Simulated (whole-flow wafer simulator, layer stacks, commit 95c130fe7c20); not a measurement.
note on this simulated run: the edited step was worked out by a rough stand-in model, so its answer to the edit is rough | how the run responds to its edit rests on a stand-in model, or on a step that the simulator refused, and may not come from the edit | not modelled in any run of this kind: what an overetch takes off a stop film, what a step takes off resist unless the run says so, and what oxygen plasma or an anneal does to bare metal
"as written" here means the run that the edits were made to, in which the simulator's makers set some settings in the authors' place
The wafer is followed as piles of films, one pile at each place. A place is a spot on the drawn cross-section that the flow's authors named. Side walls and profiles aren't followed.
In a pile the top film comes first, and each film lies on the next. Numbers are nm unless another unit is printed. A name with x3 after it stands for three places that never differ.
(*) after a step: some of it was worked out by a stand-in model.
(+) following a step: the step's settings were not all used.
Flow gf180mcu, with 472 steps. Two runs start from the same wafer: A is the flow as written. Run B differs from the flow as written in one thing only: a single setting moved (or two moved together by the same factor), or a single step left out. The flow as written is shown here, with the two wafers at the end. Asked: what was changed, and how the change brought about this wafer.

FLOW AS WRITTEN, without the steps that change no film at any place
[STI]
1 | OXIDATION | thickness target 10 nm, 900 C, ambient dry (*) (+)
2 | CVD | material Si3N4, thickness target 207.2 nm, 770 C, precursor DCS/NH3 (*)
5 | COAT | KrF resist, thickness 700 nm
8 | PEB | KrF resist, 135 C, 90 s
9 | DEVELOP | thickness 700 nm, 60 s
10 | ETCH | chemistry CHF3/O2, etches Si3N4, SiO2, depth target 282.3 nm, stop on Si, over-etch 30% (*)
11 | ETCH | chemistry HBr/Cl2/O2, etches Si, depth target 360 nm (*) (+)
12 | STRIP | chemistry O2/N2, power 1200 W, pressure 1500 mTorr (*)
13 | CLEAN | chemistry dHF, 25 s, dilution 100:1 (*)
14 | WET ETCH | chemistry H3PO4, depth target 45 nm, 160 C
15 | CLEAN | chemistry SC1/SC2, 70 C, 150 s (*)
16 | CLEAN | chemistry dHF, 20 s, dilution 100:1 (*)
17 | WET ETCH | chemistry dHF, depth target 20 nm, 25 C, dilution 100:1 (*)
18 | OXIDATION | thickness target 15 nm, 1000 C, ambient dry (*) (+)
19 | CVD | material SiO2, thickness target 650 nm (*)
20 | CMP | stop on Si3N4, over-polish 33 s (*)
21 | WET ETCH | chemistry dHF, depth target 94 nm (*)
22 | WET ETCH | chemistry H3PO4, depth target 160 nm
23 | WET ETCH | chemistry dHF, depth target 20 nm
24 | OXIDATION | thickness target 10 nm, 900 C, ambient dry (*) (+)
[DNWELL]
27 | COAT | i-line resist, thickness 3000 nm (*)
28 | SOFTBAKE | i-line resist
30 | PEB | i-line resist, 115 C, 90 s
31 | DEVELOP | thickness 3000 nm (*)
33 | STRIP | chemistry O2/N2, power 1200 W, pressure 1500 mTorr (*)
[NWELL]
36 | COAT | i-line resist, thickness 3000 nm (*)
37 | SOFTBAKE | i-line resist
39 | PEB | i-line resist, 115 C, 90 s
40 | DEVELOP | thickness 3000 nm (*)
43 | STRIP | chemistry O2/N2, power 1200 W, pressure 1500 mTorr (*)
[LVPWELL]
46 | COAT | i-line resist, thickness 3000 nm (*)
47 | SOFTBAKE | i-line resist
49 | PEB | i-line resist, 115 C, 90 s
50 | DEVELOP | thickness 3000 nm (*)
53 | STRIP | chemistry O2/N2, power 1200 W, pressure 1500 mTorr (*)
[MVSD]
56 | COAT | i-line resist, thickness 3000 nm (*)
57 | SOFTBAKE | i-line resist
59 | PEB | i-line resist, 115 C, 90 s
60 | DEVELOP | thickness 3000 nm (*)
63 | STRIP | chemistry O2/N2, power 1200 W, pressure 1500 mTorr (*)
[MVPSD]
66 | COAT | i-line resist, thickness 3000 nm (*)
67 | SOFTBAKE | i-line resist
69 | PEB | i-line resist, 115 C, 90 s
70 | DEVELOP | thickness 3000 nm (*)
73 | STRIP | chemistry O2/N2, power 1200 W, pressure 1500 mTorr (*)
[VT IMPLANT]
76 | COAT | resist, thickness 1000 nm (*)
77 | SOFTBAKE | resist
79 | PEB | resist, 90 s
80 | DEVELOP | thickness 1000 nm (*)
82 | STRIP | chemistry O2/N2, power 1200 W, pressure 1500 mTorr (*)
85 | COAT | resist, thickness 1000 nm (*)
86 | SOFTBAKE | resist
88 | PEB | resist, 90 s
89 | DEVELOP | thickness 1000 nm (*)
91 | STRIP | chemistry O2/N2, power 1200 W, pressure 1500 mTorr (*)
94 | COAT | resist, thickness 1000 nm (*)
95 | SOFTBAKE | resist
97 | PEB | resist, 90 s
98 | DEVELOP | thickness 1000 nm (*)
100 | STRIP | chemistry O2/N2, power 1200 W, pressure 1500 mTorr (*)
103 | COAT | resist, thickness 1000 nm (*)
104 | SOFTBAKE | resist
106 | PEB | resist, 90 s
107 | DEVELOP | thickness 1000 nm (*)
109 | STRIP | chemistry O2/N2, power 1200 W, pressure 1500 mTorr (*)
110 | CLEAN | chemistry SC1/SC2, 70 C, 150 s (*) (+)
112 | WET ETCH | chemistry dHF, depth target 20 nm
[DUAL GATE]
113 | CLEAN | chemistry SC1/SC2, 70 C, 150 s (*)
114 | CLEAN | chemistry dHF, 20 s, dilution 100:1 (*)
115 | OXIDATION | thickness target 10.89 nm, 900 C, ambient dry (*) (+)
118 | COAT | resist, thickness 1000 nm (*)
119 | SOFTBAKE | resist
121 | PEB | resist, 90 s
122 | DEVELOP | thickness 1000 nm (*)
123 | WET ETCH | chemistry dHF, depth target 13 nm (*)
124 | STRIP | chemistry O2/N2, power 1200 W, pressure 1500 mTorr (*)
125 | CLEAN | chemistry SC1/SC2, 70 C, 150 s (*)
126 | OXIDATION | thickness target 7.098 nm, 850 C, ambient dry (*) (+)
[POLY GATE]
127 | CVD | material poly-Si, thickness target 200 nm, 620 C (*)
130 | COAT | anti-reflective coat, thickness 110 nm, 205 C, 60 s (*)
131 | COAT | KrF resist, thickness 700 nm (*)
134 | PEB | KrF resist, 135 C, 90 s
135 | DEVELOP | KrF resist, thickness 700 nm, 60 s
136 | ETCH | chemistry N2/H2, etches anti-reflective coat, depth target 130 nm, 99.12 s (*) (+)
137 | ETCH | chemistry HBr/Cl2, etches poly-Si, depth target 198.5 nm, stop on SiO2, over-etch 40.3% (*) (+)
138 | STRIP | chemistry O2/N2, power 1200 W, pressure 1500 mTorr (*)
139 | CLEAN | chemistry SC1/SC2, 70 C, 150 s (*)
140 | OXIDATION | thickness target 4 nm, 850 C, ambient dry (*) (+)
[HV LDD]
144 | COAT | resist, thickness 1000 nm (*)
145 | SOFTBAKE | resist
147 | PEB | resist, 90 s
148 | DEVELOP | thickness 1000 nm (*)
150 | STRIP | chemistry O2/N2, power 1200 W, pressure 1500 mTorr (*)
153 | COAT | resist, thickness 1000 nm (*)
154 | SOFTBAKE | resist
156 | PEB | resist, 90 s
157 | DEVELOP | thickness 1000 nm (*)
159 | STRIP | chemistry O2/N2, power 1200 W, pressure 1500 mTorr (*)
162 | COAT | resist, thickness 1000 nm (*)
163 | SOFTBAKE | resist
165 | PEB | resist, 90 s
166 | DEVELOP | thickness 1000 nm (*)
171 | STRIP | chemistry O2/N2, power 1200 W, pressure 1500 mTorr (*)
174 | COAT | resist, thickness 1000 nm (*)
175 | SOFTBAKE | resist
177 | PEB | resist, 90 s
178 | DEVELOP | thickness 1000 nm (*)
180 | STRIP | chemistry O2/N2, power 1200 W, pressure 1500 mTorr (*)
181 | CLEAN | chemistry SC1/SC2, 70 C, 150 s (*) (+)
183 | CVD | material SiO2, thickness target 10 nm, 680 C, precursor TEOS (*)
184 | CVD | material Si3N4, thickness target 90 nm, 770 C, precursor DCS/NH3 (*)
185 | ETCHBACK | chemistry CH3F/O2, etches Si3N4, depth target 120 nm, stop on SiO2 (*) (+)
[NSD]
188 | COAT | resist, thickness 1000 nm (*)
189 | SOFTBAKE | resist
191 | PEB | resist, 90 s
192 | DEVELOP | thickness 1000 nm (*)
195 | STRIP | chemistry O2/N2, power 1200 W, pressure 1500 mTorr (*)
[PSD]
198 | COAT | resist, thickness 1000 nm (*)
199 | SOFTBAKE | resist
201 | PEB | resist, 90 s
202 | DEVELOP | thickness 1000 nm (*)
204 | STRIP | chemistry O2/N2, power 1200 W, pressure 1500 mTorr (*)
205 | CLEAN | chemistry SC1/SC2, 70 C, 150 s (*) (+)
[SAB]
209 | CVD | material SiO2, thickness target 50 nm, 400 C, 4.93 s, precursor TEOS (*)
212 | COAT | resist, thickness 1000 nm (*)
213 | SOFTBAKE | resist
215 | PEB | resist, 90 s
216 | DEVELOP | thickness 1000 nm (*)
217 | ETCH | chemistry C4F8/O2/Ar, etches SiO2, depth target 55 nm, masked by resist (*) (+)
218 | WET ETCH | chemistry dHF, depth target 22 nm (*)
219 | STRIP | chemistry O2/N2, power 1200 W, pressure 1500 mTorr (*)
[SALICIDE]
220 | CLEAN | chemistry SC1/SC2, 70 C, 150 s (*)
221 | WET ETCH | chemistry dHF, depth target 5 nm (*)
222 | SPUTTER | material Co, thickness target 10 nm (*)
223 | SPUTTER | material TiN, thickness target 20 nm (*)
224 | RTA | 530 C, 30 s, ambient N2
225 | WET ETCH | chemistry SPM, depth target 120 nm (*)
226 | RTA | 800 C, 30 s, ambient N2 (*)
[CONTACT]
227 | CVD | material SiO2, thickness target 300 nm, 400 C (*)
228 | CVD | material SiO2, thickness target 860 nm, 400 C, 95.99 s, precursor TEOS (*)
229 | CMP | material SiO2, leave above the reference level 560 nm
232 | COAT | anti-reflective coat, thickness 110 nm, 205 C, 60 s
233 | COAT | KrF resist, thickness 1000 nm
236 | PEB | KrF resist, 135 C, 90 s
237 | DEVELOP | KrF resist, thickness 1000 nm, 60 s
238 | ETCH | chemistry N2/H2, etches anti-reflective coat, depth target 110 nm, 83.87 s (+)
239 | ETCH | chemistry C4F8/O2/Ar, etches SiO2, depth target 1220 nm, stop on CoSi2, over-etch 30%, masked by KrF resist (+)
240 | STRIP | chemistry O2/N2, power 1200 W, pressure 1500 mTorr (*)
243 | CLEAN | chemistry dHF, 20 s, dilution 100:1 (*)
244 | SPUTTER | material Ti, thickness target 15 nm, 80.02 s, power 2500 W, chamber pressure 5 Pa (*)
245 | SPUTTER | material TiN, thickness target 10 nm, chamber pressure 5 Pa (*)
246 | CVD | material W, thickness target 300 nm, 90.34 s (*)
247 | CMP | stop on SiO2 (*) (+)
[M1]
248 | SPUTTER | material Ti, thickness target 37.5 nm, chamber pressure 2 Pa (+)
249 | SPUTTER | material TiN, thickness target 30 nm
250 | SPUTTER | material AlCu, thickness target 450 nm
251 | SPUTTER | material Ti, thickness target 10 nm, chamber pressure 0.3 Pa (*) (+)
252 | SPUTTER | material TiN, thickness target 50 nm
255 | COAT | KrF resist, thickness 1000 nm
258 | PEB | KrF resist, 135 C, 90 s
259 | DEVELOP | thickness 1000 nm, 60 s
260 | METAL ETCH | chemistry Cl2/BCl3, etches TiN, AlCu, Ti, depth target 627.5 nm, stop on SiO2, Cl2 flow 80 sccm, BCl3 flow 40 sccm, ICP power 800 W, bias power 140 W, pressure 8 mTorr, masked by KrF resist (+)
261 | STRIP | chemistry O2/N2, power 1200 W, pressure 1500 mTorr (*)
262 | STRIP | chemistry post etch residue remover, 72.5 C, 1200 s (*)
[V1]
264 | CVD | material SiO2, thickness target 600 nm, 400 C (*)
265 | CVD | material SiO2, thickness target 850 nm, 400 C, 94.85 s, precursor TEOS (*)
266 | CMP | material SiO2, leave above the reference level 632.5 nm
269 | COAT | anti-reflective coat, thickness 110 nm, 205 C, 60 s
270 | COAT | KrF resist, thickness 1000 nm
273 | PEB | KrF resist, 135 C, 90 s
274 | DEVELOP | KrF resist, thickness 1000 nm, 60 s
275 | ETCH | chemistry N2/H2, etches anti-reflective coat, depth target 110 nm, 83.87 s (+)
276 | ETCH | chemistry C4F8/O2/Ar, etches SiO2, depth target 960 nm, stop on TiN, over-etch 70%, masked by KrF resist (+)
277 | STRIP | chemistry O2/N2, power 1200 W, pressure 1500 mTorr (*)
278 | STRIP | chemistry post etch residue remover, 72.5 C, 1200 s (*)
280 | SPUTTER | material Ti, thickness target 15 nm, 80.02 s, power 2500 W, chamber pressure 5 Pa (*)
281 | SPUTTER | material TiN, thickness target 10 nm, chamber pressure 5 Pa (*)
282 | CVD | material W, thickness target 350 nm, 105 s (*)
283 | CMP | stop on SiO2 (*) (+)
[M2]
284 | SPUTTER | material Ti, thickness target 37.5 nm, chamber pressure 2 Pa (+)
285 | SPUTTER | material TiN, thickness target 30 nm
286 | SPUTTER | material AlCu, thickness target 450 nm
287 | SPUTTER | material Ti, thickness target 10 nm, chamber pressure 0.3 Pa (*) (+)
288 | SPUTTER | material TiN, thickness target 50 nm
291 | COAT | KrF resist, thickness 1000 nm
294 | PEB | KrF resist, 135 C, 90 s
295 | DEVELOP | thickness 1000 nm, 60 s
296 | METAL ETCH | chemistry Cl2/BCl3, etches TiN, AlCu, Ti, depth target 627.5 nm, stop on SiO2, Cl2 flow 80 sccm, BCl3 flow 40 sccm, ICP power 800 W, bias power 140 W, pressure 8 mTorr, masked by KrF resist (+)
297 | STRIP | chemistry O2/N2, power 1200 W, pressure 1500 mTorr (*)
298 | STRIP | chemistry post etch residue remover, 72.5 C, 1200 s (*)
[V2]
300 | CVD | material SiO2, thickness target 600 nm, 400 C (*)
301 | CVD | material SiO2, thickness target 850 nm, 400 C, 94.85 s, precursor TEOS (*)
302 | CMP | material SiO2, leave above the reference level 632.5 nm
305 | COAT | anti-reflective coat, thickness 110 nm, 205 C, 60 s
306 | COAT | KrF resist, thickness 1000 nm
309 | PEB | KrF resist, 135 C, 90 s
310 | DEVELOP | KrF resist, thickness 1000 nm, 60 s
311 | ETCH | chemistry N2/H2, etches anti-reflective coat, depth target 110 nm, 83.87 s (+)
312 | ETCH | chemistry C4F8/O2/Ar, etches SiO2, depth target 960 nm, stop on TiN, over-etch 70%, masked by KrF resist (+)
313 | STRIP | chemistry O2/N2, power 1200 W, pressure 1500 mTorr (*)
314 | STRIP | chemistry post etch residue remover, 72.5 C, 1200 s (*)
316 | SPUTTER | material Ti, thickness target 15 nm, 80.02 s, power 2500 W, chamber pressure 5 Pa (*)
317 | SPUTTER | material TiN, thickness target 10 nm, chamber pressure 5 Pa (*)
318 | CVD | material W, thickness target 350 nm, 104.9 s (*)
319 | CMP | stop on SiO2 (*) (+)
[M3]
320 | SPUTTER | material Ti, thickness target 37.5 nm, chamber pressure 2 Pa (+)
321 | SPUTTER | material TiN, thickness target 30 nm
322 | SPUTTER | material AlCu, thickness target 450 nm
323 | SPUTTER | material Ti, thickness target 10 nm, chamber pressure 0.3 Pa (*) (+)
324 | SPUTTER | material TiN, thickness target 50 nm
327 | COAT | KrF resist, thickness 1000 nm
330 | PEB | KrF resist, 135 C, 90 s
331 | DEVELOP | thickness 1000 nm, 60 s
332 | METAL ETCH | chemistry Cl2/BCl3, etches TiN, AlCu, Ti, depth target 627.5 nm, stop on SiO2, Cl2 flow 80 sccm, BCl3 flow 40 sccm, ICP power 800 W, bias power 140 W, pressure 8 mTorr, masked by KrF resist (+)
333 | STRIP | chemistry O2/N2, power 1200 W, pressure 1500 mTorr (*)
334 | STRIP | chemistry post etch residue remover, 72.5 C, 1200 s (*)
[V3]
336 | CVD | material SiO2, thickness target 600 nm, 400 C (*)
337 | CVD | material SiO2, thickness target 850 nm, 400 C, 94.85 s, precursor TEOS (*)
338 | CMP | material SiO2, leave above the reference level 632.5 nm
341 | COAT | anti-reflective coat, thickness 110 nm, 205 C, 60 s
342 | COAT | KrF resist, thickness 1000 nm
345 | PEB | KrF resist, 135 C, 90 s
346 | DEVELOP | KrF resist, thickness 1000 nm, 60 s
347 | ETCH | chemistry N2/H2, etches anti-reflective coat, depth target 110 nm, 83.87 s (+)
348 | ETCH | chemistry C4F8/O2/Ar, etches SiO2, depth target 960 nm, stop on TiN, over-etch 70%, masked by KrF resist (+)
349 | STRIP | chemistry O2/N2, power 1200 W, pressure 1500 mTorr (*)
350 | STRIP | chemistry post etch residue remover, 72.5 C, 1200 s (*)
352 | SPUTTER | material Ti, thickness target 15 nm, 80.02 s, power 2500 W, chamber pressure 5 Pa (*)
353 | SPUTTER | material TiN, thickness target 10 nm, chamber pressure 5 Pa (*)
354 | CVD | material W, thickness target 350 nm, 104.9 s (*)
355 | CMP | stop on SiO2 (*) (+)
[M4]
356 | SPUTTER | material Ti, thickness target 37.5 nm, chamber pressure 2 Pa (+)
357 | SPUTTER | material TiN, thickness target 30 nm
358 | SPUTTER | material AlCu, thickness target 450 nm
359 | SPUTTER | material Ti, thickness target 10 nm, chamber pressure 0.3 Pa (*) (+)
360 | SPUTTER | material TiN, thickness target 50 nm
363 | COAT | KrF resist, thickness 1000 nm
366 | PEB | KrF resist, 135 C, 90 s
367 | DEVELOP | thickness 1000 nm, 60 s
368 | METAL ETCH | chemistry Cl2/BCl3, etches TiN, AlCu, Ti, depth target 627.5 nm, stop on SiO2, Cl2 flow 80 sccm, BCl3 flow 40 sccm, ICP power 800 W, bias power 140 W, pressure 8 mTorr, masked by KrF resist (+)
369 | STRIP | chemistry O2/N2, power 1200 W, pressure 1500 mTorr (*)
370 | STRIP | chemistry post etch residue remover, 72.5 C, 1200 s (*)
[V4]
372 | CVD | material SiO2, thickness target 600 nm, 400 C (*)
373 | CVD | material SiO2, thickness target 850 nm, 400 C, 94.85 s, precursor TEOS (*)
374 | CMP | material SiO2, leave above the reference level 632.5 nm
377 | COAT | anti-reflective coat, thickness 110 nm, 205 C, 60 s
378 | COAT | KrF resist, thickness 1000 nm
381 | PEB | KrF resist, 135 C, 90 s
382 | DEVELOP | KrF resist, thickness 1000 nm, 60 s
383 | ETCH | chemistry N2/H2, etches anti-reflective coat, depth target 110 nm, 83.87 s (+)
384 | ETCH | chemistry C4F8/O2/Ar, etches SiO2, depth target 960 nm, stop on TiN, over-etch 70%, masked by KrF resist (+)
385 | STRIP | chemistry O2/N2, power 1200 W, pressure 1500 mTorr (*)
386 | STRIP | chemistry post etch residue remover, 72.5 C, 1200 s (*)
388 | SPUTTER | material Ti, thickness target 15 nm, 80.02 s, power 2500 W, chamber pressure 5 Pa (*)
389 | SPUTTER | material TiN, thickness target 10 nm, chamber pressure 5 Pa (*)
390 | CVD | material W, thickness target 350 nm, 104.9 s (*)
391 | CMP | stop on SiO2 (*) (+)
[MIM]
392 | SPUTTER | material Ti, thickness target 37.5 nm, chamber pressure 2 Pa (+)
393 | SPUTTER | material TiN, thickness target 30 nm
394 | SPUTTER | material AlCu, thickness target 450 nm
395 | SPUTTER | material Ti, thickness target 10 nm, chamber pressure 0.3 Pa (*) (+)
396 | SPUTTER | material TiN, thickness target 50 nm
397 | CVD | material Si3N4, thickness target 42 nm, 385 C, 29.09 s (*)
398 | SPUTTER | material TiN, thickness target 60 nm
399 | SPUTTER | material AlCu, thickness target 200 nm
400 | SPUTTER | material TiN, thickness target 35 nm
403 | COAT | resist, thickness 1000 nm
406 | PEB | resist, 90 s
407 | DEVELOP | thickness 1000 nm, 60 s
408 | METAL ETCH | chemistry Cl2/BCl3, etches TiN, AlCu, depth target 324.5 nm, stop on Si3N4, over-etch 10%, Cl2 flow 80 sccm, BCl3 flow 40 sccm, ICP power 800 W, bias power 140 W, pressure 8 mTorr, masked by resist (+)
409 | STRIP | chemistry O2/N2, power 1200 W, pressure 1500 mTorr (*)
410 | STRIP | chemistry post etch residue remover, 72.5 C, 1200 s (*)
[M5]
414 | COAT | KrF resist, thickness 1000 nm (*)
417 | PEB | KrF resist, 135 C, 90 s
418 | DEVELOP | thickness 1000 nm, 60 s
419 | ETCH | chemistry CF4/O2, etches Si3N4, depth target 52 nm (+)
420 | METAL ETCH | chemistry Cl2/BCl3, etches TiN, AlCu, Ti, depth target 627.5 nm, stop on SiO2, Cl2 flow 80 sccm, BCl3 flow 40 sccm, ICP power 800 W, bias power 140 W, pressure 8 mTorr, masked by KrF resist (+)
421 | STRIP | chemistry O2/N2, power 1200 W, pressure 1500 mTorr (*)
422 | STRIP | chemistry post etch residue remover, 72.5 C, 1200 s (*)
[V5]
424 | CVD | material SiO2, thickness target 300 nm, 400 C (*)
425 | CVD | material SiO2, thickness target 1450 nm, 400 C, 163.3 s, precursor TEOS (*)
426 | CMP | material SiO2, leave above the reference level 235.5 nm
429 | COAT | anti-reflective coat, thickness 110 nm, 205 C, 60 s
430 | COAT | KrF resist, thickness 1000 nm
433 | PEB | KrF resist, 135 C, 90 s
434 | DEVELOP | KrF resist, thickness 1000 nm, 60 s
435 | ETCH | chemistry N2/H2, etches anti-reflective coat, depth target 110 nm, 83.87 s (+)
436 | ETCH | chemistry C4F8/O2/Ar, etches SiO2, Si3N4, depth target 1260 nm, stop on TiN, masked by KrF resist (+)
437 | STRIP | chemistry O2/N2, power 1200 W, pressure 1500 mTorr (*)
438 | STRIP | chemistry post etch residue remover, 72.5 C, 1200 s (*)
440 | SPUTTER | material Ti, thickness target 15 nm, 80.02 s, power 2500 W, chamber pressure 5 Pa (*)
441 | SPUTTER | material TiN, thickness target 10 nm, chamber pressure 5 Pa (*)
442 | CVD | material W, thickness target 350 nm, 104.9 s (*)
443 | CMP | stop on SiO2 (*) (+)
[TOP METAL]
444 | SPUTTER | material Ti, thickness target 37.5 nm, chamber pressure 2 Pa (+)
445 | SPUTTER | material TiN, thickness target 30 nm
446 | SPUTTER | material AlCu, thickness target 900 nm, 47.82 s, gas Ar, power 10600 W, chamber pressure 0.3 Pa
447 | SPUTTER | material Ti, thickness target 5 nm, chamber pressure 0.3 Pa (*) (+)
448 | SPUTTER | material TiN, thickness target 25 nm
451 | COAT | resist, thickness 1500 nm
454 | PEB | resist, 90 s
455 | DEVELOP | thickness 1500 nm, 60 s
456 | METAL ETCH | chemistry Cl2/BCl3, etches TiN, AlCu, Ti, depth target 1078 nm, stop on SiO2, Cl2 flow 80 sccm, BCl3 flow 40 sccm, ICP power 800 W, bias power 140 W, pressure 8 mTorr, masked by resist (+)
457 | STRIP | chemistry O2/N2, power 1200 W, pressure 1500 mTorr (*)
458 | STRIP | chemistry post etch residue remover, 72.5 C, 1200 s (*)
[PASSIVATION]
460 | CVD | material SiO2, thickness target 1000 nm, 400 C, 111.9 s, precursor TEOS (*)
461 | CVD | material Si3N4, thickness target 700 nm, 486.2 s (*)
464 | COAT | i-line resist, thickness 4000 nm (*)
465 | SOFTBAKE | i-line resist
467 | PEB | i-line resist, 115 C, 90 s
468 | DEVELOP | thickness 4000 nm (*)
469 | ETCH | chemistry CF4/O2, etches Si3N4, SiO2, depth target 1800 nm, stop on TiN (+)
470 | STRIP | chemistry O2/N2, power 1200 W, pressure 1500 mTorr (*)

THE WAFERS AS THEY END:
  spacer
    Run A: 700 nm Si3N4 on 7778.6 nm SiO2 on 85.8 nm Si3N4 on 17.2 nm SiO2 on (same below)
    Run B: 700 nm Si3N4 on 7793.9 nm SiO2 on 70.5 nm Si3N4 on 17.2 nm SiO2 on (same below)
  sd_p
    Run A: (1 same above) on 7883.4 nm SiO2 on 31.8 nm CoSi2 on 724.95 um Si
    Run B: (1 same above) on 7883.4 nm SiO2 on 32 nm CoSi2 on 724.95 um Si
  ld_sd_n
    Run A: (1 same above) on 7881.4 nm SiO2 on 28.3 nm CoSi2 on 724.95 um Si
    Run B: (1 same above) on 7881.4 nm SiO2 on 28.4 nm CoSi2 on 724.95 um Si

The reason: step 184, CVD: thickness target 74.7 nm was run, whereas the flow has thickness target 90 nm; step 185, ETCHBACK: depth target 99.6 nm was run, where the flow has depth target 120 nm.

The path from the change to this, step by step:
  184 | CVD | material Si3N4, thickness target 90 nm, 770 C, precursor DCS/NH3 (*)
      field, field__w1, field__w2 and 101 more: A +90 Si3N4 (new film) | B +74.7 Si3N4 (new film)
  185 | ETCHBACK | chemistry CH3F/O2, etches Si3N4, depth target 120 nm, stop on SiO2 (*) (+)
      field, field__w1, field__w2 and 93 more: A -90 Si3N4 (all of it), -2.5 SiO2 | B -74.7 Si3N4 (all of it), -2.07 SiO2
      ld_drn_p, sd_p_hv, iso_ntap_nw, iso_ptap_sub, ldp_tap, ldp_gr, vpnp_e: A -90 Si3N4 (all of it), -2.5 SiO2 | B -74.7 Si3N4 (all of it), -2.08 SiO2
  189 | SOFTBAKE | resist
      nw_enc_fld_lv__w3: A +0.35 resist | B -0.47 resist
  199 | SOFTBAKE | resist
      nw_enc_fld_lv__w3: A +0.35 resist | B -0.47 resist
  223 | SPUTTER | material TiN, thickness target 20 nm (*)
      field__w12: A +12 TiN (new film) | B +12.8 TiN (new film)
  225 | WET ETCH | chemistry SPM, depth target 120 nm (*)
      field__w12: A -12 TiN (all of it), -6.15 Co (all of it) | B -12.8 TiN (all of it), -6.55 Co (all of it)
  229 | CMP | material SiO2, leave above the reference level 560 nm
      spacer: A -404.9 SiO2 | B -389.6 SiO2
